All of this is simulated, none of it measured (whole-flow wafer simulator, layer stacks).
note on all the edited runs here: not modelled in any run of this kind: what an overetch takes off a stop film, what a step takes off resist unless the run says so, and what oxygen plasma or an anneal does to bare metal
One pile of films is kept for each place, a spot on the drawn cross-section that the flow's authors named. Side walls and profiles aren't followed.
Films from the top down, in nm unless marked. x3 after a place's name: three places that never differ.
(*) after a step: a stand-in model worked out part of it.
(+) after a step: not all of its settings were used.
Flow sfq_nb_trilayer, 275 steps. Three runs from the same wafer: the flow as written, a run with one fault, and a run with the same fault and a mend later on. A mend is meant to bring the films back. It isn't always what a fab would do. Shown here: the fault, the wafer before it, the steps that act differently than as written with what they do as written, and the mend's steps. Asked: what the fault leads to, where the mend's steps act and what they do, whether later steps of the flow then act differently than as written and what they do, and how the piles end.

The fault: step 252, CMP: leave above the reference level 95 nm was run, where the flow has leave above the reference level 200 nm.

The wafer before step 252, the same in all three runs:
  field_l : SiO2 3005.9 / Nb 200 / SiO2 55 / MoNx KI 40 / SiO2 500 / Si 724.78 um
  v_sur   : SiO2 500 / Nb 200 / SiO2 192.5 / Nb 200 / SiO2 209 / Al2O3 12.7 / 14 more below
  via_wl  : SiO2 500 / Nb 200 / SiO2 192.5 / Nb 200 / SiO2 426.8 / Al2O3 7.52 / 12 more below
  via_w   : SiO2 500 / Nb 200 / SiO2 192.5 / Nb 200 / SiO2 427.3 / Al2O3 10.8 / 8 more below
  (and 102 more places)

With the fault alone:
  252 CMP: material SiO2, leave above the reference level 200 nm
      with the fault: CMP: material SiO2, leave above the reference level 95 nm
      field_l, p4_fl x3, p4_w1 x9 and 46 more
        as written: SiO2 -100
        with the fault: SiO2 -205
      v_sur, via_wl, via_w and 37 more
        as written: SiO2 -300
        with the fault: SiO2 -405
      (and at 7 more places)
  Later steps of the flow that act differently than as written (2 more steps differ only slightly, by at most 2% or 0.5 nm, whichever is larger, and aren't shown):
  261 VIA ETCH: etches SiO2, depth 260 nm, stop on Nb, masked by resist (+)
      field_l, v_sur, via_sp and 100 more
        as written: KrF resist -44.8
        with the fault: KrF resist -24.5
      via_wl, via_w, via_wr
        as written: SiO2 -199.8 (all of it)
        with the fault: SiO2 -94.8 (all of it)
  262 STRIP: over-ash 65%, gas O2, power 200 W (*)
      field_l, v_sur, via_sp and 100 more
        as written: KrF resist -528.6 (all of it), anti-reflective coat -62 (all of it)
        with the fault: KrF resist -548.9 (all of it), anti-reflective coat -62 (all of it)
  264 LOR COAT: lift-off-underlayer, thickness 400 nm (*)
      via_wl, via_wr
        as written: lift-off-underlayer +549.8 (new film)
        with the fault: lift-off-underlayer +471.1 (new film)
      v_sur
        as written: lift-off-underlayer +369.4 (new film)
        with the fault: lift-off-underlayer +385.5 (new film)
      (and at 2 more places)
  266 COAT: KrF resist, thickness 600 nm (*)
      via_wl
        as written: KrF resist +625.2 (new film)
        with the fault: KrF resist +612 (new film)
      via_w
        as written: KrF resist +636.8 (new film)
        with the fault: KrF resist +617.5 (new film)
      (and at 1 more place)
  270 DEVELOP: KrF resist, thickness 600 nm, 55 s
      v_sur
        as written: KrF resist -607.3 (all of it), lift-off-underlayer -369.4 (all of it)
        with the fault: KrF resist -602.8 (all of it), lift-off-underlayer -385.5 (all of it)
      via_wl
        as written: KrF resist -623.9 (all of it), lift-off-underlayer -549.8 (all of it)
        with the fault: KrF resist -610.7 (all of it), lift-off-underlayer -471.1 (all of it)
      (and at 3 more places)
  At the end the piles differ from the flow's by more than 2% or 0.5 nm, whichever is larger, at field_l, v_sur, via_sp and 100 more.
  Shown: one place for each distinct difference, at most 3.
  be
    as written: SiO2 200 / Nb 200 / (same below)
    with the fault: SiO2 95 / Nb 200 / (same below)
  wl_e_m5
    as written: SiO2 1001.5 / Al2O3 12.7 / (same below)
    with the fault: SiO2 896.5 / Al2O3 12.7 / (same below)
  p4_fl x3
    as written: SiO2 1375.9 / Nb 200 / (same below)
    with the fault: SiO2 1270.9 / Nb 200 / (same below)

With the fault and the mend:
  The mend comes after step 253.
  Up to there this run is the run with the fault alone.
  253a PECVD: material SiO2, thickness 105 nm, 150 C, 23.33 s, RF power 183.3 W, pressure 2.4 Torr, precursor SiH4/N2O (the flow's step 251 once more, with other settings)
      field_l, v_sur, via_wl and 103 more
        SiO2 +105
  No later step of the flow acts differently than as written at any place that is followed.
  At the end the piles are the same as the flow's at every place that both follow.
